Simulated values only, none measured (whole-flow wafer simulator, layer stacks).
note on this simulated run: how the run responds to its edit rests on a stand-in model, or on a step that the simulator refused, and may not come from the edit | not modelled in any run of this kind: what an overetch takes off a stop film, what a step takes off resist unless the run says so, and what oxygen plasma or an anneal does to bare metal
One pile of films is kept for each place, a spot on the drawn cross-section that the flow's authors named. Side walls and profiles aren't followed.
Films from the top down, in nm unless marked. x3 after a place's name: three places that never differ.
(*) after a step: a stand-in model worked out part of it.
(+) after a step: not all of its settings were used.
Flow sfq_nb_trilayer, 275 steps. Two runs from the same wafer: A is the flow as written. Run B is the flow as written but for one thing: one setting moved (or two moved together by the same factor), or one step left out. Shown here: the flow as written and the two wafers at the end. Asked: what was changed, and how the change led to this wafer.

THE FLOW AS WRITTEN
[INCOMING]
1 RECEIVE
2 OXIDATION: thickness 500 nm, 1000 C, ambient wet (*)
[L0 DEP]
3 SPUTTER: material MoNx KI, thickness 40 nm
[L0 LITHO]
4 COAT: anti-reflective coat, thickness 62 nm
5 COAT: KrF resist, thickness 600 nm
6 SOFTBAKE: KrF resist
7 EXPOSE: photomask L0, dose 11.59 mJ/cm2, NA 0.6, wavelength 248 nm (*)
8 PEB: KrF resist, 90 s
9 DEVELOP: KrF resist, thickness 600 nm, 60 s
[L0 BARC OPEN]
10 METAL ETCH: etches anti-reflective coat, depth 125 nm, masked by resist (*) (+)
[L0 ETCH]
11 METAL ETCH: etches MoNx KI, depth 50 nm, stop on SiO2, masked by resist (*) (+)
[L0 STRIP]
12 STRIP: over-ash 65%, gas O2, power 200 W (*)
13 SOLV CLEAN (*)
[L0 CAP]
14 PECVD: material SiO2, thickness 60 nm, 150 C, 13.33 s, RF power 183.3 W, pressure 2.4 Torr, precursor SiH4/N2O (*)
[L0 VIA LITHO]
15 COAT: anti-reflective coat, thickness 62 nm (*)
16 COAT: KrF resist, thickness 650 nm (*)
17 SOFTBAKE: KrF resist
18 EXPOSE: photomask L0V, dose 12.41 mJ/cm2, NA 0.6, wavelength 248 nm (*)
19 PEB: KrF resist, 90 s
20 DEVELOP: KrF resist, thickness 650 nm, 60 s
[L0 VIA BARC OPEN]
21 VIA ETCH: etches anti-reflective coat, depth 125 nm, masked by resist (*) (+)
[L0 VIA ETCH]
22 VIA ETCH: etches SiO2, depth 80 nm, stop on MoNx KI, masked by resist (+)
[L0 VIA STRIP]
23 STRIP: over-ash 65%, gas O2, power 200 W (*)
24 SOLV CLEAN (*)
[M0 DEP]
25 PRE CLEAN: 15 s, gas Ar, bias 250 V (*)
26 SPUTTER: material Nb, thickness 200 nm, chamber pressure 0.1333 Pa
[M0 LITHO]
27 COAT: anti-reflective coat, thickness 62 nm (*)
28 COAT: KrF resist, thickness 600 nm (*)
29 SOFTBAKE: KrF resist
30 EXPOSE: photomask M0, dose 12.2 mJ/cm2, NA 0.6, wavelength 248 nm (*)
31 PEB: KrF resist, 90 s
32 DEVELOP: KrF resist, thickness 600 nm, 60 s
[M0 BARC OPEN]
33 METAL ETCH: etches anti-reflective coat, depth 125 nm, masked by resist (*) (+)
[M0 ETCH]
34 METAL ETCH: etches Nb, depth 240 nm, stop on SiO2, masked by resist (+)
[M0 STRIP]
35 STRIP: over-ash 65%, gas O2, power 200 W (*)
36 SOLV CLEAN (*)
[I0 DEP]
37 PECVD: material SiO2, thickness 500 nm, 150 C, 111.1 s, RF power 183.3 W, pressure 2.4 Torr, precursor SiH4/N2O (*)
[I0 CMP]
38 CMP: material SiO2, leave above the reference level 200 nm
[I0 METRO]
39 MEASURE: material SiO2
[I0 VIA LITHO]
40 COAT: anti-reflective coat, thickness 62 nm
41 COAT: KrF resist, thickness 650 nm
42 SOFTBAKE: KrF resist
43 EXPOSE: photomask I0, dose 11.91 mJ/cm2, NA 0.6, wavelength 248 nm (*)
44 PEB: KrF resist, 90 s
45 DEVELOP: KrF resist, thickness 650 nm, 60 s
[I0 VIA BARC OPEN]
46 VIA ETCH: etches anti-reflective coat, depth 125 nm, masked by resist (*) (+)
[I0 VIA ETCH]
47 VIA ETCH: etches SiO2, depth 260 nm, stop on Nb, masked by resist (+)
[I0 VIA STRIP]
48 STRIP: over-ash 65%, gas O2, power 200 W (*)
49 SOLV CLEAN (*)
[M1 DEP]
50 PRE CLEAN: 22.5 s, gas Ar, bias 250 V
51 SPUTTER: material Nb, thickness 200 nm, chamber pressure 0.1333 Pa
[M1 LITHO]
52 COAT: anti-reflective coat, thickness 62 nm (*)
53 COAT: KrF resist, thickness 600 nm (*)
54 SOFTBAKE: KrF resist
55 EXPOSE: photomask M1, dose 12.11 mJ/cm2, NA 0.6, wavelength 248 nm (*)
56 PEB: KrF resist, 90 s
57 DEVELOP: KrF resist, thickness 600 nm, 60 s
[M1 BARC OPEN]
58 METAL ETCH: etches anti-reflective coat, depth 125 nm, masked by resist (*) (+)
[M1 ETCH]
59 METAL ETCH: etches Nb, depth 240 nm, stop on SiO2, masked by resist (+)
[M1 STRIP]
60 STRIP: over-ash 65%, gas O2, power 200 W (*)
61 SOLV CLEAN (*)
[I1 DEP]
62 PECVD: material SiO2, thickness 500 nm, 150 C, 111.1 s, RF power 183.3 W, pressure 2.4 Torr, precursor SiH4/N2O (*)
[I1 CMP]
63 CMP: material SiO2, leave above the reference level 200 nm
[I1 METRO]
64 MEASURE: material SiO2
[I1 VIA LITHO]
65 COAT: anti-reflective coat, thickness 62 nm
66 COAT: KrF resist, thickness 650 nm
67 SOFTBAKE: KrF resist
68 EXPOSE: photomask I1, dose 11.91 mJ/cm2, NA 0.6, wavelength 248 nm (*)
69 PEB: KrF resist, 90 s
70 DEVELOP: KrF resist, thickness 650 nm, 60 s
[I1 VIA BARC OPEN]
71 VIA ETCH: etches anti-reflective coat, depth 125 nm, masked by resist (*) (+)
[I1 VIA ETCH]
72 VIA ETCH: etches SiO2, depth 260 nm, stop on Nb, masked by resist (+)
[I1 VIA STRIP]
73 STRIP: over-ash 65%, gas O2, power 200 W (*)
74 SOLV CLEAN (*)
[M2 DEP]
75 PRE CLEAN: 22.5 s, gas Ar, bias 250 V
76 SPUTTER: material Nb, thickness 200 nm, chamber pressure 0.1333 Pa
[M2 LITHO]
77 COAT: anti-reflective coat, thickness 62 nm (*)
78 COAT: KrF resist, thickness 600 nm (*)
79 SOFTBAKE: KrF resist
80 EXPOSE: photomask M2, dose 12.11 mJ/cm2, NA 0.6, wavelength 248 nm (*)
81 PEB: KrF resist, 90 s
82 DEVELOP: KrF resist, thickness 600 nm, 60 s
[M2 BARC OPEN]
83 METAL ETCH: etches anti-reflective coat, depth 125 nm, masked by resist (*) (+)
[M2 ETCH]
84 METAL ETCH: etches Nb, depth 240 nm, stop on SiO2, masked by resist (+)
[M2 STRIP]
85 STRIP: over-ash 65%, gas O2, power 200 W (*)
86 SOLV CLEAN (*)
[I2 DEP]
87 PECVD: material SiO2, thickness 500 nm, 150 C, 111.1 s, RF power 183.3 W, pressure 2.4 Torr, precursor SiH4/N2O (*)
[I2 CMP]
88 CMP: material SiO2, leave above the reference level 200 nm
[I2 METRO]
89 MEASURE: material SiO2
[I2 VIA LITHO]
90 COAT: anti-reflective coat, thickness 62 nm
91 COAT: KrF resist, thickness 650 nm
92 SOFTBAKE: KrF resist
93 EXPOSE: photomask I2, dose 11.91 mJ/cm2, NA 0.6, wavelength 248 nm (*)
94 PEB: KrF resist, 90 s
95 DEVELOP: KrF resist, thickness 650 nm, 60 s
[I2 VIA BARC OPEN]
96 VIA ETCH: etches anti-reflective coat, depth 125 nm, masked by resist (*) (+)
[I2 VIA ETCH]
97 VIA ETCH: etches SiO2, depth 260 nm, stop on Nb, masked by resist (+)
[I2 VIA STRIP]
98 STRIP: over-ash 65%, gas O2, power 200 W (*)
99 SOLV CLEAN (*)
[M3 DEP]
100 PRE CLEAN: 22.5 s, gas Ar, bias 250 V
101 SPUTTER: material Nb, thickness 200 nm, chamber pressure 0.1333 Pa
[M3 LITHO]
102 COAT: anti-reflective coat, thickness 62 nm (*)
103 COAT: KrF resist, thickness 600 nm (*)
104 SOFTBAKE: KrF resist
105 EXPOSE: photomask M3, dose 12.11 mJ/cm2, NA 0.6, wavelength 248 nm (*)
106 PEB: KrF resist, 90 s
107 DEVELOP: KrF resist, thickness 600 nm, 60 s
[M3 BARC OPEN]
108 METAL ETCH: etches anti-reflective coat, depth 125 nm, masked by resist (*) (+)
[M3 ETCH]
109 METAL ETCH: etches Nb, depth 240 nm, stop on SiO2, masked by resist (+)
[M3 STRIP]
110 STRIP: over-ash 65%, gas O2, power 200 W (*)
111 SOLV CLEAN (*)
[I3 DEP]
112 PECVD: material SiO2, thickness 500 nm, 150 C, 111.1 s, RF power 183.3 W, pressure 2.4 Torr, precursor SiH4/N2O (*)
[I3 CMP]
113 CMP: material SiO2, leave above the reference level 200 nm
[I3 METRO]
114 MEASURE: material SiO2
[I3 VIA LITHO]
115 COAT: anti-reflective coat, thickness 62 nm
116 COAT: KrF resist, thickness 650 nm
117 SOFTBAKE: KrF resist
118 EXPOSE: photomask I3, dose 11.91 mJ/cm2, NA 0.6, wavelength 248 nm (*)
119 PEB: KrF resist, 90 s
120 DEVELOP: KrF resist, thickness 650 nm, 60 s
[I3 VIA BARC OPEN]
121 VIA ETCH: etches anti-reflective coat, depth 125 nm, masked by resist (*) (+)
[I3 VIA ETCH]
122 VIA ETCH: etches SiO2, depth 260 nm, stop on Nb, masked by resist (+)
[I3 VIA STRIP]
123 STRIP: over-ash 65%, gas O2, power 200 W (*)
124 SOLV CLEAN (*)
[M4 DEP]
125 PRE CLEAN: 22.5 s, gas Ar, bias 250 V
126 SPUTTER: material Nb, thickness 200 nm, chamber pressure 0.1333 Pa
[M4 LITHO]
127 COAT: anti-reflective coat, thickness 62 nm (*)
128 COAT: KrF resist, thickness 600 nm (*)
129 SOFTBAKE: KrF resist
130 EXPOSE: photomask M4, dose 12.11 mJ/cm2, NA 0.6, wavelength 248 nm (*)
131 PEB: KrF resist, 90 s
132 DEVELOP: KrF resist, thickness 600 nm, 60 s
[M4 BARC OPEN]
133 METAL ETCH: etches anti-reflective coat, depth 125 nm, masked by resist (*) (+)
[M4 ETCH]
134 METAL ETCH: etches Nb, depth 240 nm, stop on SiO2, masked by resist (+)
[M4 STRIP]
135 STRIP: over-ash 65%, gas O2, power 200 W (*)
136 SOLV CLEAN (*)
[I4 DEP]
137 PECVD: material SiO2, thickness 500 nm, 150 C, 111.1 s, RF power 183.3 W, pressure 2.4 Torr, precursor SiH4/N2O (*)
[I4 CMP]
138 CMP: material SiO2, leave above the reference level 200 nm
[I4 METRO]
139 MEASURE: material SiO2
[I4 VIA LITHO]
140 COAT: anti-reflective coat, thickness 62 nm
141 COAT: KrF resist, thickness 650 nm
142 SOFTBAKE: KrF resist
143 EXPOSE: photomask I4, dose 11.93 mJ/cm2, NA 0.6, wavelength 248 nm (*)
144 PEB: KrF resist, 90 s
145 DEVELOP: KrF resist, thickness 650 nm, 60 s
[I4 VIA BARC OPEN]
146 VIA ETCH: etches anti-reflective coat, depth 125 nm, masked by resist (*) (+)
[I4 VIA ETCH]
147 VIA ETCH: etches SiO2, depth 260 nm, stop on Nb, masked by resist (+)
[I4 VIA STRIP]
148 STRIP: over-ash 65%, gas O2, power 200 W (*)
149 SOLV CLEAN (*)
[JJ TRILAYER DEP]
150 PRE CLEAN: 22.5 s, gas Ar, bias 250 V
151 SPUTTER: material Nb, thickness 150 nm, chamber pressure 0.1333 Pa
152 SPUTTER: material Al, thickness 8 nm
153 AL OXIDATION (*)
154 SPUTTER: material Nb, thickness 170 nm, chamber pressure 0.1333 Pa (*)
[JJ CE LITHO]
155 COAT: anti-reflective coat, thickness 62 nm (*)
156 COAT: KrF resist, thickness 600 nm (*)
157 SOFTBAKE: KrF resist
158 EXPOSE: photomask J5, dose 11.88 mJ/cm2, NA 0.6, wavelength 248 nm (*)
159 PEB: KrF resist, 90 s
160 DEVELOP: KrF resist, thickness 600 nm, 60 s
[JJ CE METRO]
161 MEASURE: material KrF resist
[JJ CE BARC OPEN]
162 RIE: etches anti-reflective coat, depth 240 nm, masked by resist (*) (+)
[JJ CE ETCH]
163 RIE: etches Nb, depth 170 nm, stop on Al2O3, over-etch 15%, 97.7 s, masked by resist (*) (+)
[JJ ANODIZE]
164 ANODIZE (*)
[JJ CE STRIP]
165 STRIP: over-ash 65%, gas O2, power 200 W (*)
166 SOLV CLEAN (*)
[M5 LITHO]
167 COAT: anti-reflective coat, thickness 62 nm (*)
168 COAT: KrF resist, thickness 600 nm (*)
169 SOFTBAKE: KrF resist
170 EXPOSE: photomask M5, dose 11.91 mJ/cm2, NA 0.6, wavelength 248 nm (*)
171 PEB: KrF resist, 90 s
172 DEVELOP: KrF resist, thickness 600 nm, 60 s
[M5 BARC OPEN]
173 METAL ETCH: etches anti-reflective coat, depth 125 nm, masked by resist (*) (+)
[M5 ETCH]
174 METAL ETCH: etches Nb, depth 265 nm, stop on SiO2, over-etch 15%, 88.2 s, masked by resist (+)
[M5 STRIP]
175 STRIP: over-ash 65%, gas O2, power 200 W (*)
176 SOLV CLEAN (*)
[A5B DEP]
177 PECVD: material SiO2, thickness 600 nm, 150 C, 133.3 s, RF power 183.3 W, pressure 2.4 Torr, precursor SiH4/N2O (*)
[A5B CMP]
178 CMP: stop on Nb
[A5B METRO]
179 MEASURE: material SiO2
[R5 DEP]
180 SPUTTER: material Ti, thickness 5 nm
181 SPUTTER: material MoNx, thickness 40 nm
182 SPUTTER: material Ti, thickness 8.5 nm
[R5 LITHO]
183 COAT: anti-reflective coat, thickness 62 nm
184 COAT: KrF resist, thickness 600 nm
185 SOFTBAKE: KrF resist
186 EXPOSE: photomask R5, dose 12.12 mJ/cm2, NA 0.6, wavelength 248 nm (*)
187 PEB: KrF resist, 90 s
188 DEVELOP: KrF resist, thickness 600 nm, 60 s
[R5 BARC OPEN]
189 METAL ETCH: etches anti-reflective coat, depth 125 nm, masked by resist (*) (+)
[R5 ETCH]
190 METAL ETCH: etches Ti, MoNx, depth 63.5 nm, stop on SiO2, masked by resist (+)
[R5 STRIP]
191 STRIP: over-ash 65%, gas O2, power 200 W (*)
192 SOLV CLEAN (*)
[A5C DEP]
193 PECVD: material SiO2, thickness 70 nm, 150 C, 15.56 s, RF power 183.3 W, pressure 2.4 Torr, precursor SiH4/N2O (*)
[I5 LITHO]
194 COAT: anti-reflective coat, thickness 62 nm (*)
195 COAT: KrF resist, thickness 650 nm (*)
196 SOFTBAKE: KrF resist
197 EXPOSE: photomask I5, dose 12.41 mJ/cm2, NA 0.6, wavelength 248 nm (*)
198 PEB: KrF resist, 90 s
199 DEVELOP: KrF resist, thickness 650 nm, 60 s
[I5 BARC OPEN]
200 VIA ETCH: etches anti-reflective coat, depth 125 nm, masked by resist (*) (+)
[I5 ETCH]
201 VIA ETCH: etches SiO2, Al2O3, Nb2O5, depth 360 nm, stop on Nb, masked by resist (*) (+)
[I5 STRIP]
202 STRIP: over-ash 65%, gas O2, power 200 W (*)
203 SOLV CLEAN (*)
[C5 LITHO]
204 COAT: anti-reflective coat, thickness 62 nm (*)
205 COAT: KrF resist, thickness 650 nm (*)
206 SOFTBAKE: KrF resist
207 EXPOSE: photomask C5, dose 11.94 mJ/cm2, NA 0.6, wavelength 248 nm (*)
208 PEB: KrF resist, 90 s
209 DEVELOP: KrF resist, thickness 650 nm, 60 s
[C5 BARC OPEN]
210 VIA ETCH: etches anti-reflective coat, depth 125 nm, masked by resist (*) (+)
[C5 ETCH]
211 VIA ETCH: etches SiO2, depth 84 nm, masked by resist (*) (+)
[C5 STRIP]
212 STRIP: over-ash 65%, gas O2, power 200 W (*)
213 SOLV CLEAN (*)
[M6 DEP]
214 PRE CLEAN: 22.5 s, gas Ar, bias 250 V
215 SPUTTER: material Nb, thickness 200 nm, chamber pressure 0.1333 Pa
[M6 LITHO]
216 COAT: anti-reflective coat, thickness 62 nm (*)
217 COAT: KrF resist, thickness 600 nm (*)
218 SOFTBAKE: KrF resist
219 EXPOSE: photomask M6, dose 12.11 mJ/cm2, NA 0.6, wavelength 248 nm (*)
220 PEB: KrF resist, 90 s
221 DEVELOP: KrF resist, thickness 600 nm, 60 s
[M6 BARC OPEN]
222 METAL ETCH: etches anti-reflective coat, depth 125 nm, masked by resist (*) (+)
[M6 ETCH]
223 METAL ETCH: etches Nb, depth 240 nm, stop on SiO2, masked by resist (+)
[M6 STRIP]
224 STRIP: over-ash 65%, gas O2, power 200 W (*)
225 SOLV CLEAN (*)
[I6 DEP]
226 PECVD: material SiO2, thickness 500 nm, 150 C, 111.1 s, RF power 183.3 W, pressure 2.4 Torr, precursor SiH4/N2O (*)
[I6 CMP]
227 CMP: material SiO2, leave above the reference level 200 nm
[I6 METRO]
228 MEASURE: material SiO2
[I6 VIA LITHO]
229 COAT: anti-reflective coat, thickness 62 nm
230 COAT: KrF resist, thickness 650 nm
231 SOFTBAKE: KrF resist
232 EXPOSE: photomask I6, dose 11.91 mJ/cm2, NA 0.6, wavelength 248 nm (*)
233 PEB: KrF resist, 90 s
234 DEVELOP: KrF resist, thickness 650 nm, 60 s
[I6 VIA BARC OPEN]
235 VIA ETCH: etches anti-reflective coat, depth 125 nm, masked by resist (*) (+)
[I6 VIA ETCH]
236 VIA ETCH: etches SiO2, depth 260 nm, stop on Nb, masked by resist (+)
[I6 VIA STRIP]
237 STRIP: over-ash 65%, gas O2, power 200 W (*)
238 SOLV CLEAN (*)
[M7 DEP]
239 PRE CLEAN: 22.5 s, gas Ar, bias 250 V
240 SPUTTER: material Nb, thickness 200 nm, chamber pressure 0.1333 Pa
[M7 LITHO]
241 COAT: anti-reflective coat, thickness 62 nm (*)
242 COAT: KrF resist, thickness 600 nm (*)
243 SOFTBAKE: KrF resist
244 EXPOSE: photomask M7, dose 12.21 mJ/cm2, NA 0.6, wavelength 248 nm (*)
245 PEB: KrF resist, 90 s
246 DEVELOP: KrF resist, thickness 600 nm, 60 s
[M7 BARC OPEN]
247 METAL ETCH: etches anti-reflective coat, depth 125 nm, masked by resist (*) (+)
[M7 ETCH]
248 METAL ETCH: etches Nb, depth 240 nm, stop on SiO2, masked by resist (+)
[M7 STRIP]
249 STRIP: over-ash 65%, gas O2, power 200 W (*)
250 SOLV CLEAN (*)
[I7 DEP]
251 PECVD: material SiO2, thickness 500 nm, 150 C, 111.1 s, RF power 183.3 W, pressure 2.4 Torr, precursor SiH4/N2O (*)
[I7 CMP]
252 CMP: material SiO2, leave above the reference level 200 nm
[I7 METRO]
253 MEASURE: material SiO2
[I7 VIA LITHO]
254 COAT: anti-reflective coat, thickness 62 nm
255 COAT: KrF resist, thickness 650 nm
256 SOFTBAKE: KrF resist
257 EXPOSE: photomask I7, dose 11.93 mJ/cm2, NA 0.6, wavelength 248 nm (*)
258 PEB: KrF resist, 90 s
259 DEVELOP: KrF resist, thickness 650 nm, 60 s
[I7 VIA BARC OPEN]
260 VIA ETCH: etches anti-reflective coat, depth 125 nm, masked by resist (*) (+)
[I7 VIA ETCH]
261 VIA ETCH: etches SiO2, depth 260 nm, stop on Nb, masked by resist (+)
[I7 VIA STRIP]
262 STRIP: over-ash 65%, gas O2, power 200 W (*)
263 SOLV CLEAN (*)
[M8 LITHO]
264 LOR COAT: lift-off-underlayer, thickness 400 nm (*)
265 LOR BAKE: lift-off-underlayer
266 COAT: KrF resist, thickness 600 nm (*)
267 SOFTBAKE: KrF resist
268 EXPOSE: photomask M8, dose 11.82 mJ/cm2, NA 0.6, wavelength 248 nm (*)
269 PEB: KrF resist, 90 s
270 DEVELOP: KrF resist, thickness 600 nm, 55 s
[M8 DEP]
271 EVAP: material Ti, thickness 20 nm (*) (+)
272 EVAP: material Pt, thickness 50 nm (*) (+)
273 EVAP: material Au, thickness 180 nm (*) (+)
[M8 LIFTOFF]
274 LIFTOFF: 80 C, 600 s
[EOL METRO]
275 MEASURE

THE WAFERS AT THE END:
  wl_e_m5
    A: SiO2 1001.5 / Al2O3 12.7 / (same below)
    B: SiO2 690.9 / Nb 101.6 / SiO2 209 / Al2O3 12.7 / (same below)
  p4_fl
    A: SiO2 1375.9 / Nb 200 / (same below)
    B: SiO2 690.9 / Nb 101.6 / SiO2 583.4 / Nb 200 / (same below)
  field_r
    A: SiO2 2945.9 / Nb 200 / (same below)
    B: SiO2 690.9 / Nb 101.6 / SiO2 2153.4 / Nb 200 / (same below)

The cause: step 223, METAL ETCH: depth 98.4 nm was run, where the flow has depth 240 nm.

How the change led to this, step by step:
  223 METAL ETCH: etches Nb, depth 240 nm, stop on SiO2, masked by resist (+)
      field_l, gap, moat and 76 more: A Nb -200 (all of it) | B Nb -98.4
      v_sur, via_wl, via_w and 24 more: A KrF resist -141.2 | B KrF resist -57.9
  224 STRIP: over-ash 65%, gas O2, power 200 W (*)
      wl_j_sl, wl_j_sr: A KrF resist -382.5 (all of it), anti-reflective coat -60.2 (all of it) | B KrF resist -465.8 (all of it), anti-reflective coat -60.2 (all of it)
      wl_c_m6, wl_f_m6: A KrF resist -382.3 (all of it), anti-reflective coat -62 (all of it) | B KrF resist -465.6 (all of it), anti-reflective coat -62 (all of it)
      (and at 23 more places)
  226 PECVD: material SiO2, thickness 500 nm, 150 C, 111.1 s, RF power 183.3 W, pressure 2.4 Torr, precursor SiH4/N2O (*)
      field_l, p4_fl, p4_fm and 62 more: A SiO2 +500 | B SiO2 +500 (new film)
      moat, field_r, lsp_l, ln_m5, lsp_m: A SiO2 +493.6 | B SiO2 +500 (new film)
      (and at 9 more places)
  227 CMP: material SiO2, leave above the reference level 200 nm
      field_l, p4_fl, p4_fm and 59 more: A SiO2 -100 | B SiO2 -201.6
      moat, field_r, lsp_l, ln_m5, lsp_m: A SiO2 -93.6 | B SiO2 -201.6
      (and at 12 more places)
Counting metal films that touch as one body, wl_e_m5 has 7 bodies (between them, from the top down: SiO2 209 / Al2O3 12.7 / Nb2O5 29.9; SiO2 192.5; SiO2 192.5; SiO2 192.5; SiO2 192.5; SiO2 192.5); the flow as written gives 6 bodies (between them, from the top down: SiO2 192.5; SiO2 192.5; SiO2 192.5; SiO2 192.5; SiO2 192.5).
Counting metal films that touch as one body, p4_fl has 3 bodies (between them, from the top down: SiO2 583.4; SiO2 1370); the flow as written gives 2 bodies (between them, from the top down: SiO2 1370).
Counting metal films that touch as one body, field_r has 2 bodies (between them, from the top down: SiO2 2153.4); the flow as written gives 1 body.
